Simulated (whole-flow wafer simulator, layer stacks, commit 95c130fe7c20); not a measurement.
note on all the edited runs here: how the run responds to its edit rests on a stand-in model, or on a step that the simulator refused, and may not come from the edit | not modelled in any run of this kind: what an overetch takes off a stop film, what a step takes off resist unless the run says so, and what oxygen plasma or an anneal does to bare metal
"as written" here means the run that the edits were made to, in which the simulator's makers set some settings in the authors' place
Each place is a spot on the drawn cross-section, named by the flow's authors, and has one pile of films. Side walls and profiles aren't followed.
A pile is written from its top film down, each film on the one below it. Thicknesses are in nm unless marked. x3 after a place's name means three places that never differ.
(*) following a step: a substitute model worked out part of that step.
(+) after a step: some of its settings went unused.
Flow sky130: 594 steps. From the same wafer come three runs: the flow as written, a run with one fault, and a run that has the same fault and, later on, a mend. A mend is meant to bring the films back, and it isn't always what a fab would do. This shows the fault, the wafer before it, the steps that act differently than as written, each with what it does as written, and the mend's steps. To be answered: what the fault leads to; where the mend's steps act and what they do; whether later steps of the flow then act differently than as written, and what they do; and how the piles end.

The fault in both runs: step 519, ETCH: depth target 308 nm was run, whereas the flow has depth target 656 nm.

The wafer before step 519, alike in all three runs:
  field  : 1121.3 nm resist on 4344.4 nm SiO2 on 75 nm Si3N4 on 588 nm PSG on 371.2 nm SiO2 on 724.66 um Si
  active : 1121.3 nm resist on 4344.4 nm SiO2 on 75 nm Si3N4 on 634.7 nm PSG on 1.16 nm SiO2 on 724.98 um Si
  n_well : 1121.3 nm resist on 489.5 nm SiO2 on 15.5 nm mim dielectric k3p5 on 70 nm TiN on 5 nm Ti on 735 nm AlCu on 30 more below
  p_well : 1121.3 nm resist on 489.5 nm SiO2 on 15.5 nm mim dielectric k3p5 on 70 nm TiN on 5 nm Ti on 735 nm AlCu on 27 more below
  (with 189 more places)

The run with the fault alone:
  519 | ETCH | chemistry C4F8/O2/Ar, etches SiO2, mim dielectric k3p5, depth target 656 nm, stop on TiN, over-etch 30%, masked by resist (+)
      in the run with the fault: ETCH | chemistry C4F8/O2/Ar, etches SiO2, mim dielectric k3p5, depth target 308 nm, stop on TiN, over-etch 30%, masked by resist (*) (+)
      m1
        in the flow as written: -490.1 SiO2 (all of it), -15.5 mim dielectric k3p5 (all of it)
        in the run with the fault: -308 SiO2
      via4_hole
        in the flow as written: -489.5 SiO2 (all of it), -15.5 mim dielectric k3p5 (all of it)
        in the run with the fault: -308 SiO2
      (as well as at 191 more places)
  Steps later in the flow that act otherwise than as written (1 other step is not shown; it differs only slightly, by no more than 2% or 0.5 nm, whichever is larger):
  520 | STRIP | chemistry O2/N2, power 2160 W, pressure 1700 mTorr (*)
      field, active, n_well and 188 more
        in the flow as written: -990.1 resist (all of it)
        in the run with the fault: -1059.7 resist (all of it)
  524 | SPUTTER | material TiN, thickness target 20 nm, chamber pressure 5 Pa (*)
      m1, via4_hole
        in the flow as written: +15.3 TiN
        in the run with the fault: +16.7 TiN (new film)
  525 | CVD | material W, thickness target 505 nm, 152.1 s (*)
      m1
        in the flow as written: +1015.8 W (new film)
        in the run with the fault: +619.5 W (new film)
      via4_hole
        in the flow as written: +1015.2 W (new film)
        in the run with the fault: +621.2 W (new film)
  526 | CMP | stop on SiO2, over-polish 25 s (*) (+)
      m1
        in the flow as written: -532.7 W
        in the run with the fault: -335.9 W
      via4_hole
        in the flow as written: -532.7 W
        in the run with the fault: -337.7 W
  By the end, the piles at m1, via4_hole depart from the flow's by more than 2% or 0.5 nm, whichever is larger.
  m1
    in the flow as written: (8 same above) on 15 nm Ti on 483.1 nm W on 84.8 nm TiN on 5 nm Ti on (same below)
    in the run with the fault: (8 same above) on 15 nm Ti on 283.6 nm W on 16.7 nm TiN on 182.1 nm SiO2 on 15.5 nm mim dielectric k3p5 on 70 nm TiN on 5 nm Ti on (same below)
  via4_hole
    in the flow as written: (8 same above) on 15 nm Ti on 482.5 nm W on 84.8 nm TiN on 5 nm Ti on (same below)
    in the run with the fault: (8 same above) on 15 nm Ti on 283.6 nm W on 16.7 nm TiN on 181.5 nm SiO2 on 15.5 nm mim dielectric k3p5 on 70 nm TiN on 5 nm Ti on (same below)

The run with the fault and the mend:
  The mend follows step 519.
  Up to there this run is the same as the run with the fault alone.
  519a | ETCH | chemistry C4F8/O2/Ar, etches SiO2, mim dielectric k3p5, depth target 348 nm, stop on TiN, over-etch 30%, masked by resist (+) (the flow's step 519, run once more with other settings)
      field, active, n_well and 188 more
        -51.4 resist
      m1
        -182.1 SiO2 (all of it), -15.5 mim dielectric k3p5 (all of it)
      via4_hole
        -181.5 SiO2 (all of it), -15.5 mim dielectric k3p5 (all of it)
  None of the later steps of the flow differs from how it acts as written, at any place that is followed, by more than 2% or 0.5 nm, whichever is larger.
  At every place that both follow, the piles at the end match the flow's.
